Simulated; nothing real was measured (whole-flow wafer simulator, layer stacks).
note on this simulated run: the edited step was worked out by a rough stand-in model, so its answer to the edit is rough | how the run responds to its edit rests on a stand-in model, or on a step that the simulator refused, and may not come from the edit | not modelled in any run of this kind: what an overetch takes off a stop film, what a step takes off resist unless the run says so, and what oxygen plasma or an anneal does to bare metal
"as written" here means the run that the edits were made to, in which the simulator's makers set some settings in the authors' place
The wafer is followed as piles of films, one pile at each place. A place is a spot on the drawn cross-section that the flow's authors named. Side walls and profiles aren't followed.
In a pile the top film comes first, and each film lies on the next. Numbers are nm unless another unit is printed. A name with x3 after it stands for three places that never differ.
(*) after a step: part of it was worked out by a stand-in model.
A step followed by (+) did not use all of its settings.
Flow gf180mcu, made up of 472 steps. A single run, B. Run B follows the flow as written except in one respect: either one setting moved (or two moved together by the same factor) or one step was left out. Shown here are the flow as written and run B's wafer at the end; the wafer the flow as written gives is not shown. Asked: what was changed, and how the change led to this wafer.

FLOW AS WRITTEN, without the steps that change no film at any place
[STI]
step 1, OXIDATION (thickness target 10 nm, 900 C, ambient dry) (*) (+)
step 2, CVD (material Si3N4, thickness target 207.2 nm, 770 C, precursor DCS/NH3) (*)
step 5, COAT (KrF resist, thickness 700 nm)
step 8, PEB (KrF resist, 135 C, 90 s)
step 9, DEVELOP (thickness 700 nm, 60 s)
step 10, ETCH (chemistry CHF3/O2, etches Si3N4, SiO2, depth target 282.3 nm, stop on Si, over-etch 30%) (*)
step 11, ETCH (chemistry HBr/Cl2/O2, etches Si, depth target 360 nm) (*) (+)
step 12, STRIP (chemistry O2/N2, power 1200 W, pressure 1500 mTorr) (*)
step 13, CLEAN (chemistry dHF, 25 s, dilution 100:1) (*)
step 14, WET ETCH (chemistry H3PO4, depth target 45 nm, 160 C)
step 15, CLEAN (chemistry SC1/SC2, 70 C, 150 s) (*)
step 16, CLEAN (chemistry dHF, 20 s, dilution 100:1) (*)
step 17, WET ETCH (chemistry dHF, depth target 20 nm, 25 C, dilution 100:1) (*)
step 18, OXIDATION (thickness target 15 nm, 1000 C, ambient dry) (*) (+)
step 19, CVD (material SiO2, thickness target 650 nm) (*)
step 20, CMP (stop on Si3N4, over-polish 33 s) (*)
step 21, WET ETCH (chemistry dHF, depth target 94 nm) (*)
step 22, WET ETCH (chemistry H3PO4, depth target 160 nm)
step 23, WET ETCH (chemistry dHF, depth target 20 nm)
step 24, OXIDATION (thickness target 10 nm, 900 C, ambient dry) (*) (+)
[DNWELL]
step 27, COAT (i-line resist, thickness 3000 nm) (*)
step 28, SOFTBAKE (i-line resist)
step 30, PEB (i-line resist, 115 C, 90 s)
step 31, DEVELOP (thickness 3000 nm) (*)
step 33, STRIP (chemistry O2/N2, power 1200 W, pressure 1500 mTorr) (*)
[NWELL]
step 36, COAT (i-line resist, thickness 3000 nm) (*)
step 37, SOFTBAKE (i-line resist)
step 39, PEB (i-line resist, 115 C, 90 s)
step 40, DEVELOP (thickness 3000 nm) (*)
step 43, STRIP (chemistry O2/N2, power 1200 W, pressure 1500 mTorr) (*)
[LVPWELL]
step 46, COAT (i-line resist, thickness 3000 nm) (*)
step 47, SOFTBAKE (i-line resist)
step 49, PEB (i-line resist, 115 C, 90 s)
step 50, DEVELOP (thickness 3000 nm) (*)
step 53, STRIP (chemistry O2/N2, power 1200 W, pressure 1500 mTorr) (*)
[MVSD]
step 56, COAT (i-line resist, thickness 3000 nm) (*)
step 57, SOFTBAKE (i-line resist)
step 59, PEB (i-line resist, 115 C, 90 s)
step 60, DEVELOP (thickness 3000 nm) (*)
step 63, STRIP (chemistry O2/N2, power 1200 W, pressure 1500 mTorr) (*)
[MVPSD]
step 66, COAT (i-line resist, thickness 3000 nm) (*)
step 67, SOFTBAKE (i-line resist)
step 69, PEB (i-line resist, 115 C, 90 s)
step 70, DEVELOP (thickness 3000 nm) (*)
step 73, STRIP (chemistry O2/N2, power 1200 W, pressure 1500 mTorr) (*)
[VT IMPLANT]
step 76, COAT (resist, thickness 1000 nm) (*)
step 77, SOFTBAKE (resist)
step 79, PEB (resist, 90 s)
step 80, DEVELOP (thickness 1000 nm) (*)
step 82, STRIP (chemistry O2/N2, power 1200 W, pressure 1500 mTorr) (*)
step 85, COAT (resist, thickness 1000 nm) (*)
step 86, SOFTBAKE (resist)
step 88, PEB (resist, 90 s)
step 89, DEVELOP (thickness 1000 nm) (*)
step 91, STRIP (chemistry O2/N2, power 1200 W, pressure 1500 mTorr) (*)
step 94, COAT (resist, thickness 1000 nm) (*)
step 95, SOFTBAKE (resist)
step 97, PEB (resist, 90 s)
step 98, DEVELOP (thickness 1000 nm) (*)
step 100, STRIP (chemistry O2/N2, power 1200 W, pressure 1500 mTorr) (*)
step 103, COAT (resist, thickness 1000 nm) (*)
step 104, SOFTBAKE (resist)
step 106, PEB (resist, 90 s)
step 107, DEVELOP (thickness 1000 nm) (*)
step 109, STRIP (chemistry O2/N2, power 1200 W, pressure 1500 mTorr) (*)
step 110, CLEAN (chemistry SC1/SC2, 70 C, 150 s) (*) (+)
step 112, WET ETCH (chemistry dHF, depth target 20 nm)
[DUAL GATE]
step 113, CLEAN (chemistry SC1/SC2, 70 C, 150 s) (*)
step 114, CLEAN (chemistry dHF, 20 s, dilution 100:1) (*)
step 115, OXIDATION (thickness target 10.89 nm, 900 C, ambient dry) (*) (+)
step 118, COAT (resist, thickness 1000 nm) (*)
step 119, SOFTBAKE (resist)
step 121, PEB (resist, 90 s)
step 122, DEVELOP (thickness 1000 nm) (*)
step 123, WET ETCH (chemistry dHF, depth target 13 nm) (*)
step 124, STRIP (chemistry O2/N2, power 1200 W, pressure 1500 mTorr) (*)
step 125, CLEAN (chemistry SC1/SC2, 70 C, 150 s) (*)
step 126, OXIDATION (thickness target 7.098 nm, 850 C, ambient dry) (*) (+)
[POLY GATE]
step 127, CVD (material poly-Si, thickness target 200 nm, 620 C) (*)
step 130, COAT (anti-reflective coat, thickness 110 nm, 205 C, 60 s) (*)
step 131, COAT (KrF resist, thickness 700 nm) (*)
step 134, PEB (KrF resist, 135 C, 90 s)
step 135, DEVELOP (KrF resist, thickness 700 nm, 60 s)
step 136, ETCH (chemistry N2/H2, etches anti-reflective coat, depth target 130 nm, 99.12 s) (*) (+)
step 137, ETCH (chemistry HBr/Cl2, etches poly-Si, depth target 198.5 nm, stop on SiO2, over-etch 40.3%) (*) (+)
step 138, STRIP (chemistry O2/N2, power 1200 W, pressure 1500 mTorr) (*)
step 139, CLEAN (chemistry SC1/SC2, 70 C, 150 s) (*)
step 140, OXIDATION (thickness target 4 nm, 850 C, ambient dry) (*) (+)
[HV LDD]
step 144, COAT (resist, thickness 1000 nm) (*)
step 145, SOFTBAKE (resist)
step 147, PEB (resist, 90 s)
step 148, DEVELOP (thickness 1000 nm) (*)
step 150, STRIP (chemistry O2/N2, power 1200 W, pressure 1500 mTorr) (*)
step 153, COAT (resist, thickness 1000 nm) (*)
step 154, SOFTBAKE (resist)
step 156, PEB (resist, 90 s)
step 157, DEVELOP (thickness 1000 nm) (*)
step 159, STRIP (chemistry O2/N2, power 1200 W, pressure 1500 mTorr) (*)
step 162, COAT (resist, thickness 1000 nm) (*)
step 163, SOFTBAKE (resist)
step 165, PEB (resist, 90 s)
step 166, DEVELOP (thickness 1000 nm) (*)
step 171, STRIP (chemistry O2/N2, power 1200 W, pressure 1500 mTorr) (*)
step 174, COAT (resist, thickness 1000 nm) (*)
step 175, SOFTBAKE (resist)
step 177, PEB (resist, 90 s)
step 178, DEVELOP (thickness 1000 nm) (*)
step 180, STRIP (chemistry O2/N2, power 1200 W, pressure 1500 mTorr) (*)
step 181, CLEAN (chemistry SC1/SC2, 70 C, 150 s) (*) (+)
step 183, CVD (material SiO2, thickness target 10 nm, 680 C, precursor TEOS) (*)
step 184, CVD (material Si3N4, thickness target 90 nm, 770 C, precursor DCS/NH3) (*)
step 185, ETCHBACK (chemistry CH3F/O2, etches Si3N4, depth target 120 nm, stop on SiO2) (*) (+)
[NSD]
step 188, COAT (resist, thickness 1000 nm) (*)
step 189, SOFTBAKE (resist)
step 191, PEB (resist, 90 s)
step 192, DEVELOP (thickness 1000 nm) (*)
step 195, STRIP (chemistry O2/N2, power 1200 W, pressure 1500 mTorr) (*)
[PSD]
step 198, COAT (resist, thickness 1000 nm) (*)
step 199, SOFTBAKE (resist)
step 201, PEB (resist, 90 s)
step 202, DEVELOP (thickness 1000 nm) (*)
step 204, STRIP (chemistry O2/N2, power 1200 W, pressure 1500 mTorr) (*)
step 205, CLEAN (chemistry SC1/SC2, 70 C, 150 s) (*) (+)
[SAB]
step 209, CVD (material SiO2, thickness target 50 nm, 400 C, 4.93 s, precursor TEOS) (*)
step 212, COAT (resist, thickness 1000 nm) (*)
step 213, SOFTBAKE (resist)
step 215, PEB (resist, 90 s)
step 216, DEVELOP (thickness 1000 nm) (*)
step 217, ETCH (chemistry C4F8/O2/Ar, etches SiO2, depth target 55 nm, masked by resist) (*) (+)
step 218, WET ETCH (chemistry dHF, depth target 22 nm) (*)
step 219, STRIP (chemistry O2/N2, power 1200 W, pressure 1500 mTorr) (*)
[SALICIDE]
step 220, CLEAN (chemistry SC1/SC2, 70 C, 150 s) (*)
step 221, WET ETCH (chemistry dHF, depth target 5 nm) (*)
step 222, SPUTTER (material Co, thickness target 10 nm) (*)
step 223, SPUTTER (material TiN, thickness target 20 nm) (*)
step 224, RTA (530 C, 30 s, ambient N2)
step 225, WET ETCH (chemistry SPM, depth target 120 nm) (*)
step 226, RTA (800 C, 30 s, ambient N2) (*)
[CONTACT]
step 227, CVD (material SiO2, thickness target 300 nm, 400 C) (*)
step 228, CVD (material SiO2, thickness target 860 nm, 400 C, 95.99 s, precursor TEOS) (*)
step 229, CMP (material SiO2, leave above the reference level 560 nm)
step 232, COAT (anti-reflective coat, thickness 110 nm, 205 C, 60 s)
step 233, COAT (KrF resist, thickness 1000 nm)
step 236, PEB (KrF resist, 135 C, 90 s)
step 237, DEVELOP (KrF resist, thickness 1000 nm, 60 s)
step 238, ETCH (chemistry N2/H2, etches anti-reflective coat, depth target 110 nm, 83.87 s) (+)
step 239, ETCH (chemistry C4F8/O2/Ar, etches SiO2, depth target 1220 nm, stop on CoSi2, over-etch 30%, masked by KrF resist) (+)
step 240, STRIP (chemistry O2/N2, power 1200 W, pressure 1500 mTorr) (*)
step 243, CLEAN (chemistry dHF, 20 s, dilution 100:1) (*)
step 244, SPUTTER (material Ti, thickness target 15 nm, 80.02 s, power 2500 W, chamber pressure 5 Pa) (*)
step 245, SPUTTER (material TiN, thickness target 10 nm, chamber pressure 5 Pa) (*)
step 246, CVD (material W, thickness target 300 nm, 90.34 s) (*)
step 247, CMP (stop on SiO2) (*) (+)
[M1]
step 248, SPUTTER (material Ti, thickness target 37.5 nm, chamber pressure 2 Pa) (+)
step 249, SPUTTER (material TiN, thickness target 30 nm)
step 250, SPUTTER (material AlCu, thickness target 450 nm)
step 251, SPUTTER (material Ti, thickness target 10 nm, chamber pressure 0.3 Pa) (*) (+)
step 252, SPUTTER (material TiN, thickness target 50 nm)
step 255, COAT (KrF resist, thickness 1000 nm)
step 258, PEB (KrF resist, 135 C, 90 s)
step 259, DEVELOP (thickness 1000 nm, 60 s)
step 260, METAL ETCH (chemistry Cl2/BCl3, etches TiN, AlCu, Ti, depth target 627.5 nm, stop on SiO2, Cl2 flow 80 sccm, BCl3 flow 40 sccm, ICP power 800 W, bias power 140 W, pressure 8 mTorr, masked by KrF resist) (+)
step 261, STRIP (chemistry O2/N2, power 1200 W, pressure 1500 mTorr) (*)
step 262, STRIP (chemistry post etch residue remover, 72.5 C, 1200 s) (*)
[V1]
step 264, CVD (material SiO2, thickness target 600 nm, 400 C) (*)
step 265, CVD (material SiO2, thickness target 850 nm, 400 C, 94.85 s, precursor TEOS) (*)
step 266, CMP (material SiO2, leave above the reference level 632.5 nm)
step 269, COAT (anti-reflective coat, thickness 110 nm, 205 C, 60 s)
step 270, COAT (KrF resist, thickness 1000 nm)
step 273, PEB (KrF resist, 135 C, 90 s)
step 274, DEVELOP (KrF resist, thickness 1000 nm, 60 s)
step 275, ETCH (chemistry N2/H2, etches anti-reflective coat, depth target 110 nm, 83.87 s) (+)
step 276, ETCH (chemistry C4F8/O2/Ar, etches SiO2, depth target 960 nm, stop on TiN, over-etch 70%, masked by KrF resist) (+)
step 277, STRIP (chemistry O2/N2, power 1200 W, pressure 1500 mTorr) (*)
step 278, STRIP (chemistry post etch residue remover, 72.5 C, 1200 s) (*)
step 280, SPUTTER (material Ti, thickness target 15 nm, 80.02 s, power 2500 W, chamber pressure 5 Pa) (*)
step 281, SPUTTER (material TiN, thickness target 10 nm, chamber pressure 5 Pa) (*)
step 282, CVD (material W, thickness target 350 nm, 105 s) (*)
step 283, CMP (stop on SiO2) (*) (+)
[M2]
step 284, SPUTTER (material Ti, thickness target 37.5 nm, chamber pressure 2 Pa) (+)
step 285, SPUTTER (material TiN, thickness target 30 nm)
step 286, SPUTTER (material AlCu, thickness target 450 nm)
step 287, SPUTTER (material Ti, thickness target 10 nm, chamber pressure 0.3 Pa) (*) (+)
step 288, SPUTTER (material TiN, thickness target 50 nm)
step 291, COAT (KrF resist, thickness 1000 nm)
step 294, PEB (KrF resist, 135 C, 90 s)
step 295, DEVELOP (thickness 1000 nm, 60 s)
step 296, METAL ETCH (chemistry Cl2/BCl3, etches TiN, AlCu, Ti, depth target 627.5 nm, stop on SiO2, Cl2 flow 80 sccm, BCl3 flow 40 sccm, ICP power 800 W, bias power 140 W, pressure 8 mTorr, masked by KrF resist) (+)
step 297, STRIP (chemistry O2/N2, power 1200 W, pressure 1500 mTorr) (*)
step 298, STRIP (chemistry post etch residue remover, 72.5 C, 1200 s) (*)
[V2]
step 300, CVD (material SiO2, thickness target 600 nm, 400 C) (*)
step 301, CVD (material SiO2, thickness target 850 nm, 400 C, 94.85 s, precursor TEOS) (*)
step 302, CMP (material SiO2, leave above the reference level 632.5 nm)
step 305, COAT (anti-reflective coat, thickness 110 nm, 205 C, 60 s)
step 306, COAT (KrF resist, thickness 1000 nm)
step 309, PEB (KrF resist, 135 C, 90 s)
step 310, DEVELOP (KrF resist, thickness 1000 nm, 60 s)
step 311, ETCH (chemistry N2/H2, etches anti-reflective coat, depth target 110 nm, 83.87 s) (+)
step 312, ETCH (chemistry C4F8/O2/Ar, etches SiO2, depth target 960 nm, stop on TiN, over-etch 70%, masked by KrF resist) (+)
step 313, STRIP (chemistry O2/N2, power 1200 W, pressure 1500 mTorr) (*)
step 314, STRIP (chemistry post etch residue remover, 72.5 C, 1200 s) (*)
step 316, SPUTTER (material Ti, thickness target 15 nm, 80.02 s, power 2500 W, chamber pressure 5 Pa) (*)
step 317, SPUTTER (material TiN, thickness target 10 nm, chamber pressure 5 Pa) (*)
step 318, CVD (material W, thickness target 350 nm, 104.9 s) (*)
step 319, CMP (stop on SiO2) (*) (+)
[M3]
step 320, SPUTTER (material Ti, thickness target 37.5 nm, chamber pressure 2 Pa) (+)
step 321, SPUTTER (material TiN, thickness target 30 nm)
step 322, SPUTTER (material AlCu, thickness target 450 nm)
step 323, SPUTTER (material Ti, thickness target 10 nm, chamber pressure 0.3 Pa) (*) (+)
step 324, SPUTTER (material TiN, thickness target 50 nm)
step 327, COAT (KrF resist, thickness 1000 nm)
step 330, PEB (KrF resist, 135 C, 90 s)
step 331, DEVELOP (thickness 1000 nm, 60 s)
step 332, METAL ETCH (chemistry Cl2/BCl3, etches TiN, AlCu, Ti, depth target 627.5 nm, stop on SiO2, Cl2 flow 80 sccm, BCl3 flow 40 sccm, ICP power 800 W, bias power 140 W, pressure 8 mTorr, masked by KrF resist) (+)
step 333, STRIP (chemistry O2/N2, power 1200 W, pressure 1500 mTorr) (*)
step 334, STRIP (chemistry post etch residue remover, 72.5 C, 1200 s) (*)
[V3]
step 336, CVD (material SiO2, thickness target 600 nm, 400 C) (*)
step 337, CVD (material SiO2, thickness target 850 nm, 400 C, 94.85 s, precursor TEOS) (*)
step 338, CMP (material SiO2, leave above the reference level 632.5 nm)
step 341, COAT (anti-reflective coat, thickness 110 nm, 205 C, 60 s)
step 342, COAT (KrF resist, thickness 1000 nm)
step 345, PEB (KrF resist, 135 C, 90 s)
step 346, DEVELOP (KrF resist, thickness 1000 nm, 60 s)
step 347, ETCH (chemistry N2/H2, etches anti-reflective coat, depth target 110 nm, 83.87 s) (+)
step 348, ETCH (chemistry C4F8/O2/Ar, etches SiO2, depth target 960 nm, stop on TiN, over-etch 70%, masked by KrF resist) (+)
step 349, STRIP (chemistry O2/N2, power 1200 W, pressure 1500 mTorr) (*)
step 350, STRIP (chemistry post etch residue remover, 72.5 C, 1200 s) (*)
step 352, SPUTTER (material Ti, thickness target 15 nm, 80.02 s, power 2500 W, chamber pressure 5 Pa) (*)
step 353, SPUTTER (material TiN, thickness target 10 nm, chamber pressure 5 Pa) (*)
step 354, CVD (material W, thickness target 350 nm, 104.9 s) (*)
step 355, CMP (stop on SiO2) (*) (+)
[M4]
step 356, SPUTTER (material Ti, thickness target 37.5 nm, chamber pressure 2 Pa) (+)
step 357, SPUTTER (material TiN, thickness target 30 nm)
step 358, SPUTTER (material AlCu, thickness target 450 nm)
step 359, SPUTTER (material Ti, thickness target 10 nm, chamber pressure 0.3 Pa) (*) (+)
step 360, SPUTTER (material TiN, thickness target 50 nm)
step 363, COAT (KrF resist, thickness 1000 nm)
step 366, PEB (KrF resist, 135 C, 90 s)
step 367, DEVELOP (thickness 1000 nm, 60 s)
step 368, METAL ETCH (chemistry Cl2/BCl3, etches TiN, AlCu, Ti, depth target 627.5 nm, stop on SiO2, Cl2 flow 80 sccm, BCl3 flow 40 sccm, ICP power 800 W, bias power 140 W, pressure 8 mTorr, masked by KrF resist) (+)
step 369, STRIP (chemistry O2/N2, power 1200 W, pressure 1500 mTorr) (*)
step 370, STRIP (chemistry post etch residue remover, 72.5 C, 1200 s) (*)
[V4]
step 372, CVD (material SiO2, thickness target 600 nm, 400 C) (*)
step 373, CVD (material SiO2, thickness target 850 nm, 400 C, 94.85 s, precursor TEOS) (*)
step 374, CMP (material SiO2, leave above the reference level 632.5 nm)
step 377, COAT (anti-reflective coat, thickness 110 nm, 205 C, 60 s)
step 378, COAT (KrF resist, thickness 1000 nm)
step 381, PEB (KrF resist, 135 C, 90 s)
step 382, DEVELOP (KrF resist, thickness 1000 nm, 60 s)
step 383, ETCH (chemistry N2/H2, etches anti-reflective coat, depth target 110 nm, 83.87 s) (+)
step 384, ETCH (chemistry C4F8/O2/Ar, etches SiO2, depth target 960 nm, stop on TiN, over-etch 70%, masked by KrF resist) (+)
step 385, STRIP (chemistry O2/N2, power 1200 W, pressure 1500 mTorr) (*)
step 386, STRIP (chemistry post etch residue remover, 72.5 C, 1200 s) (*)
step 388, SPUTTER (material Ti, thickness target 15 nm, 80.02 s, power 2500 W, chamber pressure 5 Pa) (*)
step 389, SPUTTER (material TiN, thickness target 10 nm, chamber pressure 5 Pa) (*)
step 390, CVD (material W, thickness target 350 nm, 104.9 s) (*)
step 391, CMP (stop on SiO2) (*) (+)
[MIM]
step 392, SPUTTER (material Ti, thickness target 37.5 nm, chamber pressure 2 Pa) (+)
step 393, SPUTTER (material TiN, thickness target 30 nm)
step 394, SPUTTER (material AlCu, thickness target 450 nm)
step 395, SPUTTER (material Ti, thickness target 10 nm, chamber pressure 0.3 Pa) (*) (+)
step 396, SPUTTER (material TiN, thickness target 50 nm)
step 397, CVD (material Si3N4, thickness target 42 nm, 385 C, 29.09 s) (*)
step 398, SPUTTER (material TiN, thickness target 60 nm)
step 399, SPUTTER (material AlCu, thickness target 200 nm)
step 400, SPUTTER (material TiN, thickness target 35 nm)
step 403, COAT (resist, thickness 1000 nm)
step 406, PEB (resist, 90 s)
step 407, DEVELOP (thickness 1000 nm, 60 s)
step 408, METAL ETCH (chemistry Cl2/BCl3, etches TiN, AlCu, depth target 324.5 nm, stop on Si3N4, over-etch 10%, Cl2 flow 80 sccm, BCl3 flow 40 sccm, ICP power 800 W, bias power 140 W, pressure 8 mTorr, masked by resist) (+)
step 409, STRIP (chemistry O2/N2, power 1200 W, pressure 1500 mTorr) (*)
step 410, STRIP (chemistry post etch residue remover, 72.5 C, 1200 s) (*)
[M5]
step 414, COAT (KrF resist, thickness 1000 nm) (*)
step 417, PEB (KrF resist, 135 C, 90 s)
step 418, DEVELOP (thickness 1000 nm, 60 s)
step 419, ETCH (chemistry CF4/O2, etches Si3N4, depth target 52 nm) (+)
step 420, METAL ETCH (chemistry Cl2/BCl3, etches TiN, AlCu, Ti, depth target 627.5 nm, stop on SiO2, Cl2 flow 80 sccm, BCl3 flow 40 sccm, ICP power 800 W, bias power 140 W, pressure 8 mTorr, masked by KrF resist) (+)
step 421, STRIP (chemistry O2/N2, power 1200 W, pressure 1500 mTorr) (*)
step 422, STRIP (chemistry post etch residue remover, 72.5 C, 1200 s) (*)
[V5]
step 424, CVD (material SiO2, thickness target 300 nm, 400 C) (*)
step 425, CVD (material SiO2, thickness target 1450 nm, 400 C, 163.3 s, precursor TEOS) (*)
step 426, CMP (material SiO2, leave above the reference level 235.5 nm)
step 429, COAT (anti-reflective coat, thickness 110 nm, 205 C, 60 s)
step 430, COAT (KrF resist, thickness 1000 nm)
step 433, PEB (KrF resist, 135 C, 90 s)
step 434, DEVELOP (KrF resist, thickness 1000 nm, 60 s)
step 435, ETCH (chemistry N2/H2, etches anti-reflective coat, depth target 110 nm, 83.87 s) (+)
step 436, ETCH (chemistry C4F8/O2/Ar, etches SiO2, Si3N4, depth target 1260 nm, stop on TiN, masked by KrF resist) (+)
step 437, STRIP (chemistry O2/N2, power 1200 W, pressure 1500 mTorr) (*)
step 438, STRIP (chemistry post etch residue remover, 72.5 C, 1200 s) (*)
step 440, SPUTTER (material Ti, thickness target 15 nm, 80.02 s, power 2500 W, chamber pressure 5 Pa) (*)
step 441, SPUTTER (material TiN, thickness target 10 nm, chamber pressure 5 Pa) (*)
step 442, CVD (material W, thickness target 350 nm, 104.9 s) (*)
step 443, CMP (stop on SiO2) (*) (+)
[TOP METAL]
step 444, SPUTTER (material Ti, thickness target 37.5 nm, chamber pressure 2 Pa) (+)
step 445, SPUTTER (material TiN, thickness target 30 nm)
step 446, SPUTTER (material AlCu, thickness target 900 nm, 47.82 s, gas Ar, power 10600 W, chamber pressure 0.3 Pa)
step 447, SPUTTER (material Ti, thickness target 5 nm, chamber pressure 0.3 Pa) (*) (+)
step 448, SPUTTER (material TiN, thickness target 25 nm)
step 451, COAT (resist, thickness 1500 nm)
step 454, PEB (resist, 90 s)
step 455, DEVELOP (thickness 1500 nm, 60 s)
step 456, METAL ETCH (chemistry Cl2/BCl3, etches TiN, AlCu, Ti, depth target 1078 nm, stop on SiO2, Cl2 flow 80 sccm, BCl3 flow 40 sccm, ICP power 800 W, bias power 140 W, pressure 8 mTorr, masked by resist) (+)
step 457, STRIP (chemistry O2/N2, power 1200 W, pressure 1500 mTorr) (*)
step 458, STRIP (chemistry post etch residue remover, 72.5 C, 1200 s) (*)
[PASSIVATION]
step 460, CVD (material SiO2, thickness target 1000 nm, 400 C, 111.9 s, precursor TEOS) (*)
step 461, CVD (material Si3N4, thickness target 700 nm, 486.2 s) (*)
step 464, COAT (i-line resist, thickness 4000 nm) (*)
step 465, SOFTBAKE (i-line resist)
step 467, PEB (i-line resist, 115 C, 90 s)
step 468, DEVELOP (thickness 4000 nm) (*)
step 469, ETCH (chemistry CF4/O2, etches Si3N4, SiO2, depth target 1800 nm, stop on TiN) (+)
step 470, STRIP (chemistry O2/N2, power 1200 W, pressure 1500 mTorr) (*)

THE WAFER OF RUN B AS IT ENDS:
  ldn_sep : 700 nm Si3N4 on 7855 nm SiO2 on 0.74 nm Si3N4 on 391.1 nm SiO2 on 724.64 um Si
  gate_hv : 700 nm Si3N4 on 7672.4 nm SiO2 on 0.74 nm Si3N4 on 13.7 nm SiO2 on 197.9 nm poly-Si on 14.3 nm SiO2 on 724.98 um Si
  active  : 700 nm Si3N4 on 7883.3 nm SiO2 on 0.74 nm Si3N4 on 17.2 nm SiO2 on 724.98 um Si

Cause: step 185, ETCHBACK: depth target 85.1 nm was run, though the flow has depth target 120 nm.

Step by step, how the change led to this:
  step 185, ETCHBACK (chemistry CH3F/O2, etches Si3N4, depth target 120 nm, stop on SiO2) (*) (+)
      field, field__w1, field__w2 and 100 more: Si3N4 loses 85.1 (as written it would have been: Si3N4 loses 90 (all of it), SiO2 loses 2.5)
  step 189, SOFTBAKE (resist)
      field__w9: resist loses 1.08 (as written it would have been: resist gains 1.85)
      nw_enc_fld_lv: resist gains 1.62 (as written it would have been: resist gains 0.58)
  step 199, SOFTBAKE (resist)
      field__w9: resist loses 1.08 (as written it would have been: resist gains 1.85)
      nw_enc_fld_lv: resist gains 1.62 (as written it would have been: resist gains 0.58)
  step 205, CLEAN (chemistry SC1/SC2, 70 C, 150 s) (*) (+)
      field, field__w1, field__w2 and 105 more: Si3N4 loses 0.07 (as written it would have been: SiO2 loses 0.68)
  step 209, CVD (material SiO2, thickness target 50 nm, 400 C, 4.93 s, precursor TEOS) (*)
      field, field__w7, field__w8 and 73 more: SiO2 gains 50 (new film) (as written it would have been: SiO2 gains 50)
      field_sub__w1, field_sub__w3, field_sub__w4, field_sub__w5, ld_drift_n: SiO2 gains 48.8 (new film) (as written it would have been: SiO2 gains 48.9)
      (as well as at 27 more places)
  step 217, ETCH (chemistry C4F8/O2/Ar, etches SiO2, depth target 55 nm, masked by resist) (*) (+)
      field, field__w7, field__w8 and 70 more: SiO2 loses 50 (all of it), Si3N4 loses 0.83 (as written it would have been: SiO2 loses 55)
      field_sub__w1, field_sub__w3, field_sub__w4, field_sub__w5, ld_drift_n: SiO2 loses 48.8 (all of it), Si3N4 loses 1.03 (as written it would have been: SiO2 loses 55)
      (as well as at 21 more places)
  step 218, WET ETCH (chemistry dHF, depth target 22 nm) (*)
      gate, gate_hv, gate_p and 23 more: Si3N4 loses 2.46 (as written it would have been: SiO2 loses 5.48 (all of it))
      field, field__w10, sti and 14 more: Si3N4 loses 2.46 (as written it would have been: SiO2 loses 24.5)
      (as well as at 56 more places)
  step 219, STRIP (chemistry O2/N2, power 1200 W, pressure 1500 mTorr) (*)
      gate, gate_hv, gate_p and 23 more: nothing (as written it would have been: chemical SiO2 gains 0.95 (new film), poly-Si loses 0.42)
      active, p_well, sd_n and 20 more: nothing (as written it would have been: chemical SiO2 gains 0.95 (new film), Si loses 0.42)
  step 220, CLEAN (chemistry SC1/SC2, 70 C, 150 s) (*)
      field, field__w1, field__w2 and 47 more: Si3N4 loses 0.07 (as written it would have been: SiO2 loses 0.68)
  step 221, WET ETCH (chemistry dHF, depth target 5 nm) (*)
      active, p_well, gate and 45 more: Si3N4 loses 0.73 (as written it would have been: chemical SiO2 loses 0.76 (all of it))
      field, field__w1, field__w2 and 23 more: Si3N4 loses 0.73 (as written it would have been: SiO2 loses 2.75)
      (as well as at 25 more places)
  step 222, SPUTTER (material Co, thickness target 10 nm) (*)
      ld_drift_p: Co gains 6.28 (new film) (as written it would have been: Co gains 5.76 (new film))
  step 224, RTA (530 C, 30 s, ambient N2)
      gate, gate_hv, gate_p and 22 more: nothing (as written it would have been: under 1 film: CoSi gains 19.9 (new film), Co loses 10 (all of it), poly-Si loses 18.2)
      active, p_well, sd_n and 11 more: nothing (as written it would have been: under 1 film: CoSi gains 19.9 (new film), Co loses 10 (all of it), Si loses 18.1)
      (as well as at 10 more places)
  step 225, WET ETCH (chemistry SPM, depth target 120 nm) (*)
      active, p_well, gate and 36 more: TiN loses 20 (all of it), Co loses 10 (all of it) (as written it would have been: TiN loses 20 (all of it))
      sd_p: TiN loses 18.3 (all of it), Co loses 9.24 (all of it) (as written it would have been: TiN loses 17.9 (all of it))
      (as well as at 10 more places)
  step 226, RTA (800 C, 30 s, ambient N2) (*)
      gate, gate_hv, gate_p and 22 more: nothing (as written it would have been: CoSi2 gains 35 (new film), CoSi loses 19.9 (all of it), poly-Si loses 18.2)
      active, p_well, sd_n and 11 more: nothing (as written it would have been: CoSi2 gains 35 (new film), CoSi loses 19.9 (all of it), Si loses 18.1)
      (as well as at 10 more places)
  step 227, CVD (material SiO2, thickness target 300 nm, 400 C) (*)
      field, field__w1, field__w2 and 46 more: SiO2 gains 300 (new film) (as written it would have been: SiO2 gains 300)
      ld_drn_p: SiO2 gains 300 (as written it would have been: SiO2 gains 300 (new film))
  step 228, CVD (material SiO2, thickness target 860 nm, 400 C, 95.99 s, precursor TEOS) (*)
      ld_drift_p: SiO2 gains 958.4 (as written it would have been: SiO2 gains 979.3)
  ... another 5 steps ...
  step 471, ANNEAL (400 C, 1800 s, ambient N2/H2)
      polyc_n, polyc_p: under 9 films: void gains 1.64 (new film), Ti loses 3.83, TiSi first gains 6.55 (new film), poly-Si loses 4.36 (as written it would have been: nothing)
      contact: under 49 films: void gains 1.62 (new film), Ti loses 3.83, TiSi first gains 6.55 (new film), Si loses 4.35 (as written it would have been: nothing)
If metal films that touch count as one body, gate_hv has 0 bodies; the flow as written gives 1 body.
If metal films that touch count as one body, active has 0 bodies; the flow as written gives 1 body.
